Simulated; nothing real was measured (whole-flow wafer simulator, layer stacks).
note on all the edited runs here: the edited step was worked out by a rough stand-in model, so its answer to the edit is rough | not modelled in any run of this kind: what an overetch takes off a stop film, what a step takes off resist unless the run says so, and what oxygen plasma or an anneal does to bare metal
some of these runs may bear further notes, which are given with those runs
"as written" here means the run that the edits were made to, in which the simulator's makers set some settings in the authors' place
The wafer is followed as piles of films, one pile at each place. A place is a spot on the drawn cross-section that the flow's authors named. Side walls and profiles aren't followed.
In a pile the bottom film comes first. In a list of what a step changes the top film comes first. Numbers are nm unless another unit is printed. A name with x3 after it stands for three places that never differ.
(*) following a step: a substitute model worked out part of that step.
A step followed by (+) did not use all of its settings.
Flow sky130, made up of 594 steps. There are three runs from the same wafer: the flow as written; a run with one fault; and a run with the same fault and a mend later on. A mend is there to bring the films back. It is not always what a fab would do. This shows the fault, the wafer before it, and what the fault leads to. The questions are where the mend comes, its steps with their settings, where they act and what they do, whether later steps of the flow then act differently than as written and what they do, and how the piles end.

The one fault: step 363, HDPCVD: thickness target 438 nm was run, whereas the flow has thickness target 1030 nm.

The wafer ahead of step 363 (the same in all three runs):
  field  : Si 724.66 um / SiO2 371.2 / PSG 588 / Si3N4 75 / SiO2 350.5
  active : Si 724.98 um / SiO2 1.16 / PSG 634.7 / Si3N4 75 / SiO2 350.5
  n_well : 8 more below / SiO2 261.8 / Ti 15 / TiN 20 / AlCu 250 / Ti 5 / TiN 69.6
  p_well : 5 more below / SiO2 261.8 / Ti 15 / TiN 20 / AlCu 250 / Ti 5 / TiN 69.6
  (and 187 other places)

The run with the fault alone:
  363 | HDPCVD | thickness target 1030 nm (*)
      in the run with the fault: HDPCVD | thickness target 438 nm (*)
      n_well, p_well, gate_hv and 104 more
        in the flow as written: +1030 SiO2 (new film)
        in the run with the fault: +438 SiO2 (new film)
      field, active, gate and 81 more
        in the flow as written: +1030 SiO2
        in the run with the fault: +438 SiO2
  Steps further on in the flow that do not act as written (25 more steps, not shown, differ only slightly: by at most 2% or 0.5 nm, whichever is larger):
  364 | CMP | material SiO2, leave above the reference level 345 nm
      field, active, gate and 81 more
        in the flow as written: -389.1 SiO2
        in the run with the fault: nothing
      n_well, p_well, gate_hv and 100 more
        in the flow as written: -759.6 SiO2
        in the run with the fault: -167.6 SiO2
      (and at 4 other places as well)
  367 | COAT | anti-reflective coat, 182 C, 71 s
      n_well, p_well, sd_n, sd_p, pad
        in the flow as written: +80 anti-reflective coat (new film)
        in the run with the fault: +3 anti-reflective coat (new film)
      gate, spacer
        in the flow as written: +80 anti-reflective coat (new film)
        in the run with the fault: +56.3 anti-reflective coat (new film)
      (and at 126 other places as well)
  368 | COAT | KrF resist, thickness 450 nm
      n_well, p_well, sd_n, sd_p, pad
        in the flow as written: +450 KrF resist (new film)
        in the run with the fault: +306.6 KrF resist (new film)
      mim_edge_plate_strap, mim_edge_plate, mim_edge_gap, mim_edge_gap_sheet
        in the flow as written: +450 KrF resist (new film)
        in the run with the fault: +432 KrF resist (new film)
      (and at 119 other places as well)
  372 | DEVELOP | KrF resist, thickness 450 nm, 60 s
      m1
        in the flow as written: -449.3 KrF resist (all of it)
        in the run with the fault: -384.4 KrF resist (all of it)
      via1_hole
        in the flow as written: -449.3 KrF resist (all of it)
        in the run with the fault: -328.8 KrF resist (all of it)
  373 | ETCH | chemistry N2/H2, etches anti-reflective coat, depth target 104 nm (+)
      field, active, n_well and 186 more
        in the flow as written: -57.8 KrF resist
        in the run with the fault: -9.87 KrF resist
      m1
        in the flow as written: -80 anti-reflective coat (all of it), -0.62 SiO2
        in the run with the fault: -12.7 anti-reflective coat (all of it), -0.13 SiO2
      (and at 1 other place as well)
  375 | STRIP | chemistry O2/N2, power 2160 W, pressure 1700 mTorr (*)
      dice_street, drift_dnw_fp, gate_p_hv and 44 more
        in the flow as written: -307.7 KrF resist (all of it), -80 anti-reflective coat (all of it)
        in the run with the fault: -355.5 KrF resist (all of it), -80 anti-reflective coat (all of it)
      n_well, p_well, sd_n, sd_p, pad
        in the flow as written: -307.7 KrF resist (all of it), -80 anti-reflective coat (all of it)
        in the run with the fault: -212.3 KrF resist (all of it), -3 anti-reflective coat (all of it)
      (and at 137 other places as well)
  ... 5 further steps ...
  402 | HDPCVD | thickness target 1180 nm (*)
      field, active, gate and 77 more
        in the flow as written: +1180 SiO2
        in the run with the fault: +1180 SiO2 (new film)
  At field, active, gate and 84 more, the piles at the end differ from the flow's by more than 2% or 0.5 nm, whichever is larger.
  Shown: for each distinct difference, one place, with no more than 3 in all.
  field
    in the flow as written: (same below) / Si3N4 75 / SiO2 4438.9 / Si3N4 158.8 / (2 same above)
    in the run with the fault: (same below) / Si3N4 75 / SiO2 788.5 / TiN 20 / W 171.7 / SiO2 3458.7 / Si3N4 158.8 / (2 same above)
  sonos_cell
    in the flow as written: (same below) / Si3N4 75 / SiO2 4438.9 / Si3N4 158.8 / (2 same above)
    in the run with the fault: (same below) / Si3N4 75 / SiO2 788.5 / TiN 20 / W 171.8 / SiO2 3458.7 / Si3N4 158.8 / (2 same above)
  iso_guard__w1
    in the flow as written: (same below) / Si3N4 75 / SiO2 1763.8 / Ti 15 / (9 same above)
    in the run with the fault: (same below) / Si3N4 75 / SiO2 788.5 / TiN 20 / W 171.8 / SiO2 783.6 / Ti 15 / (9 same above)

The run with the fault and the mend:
  After step 363 comes the mend.
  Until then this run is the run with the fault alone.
  363a | HDPCVD | thickness target 592 nm (*) (a further turn of the flow's step 363, with different settings)
      field, active, n_well and 188 more
        +592 SiO2
  None of the later steps of the flow differs from how it acts as written, at any place that is followed, by more than 2% or 0.5 nm, whichever is larger.
  By the end, the piles equal the flow's at every place that both follow.
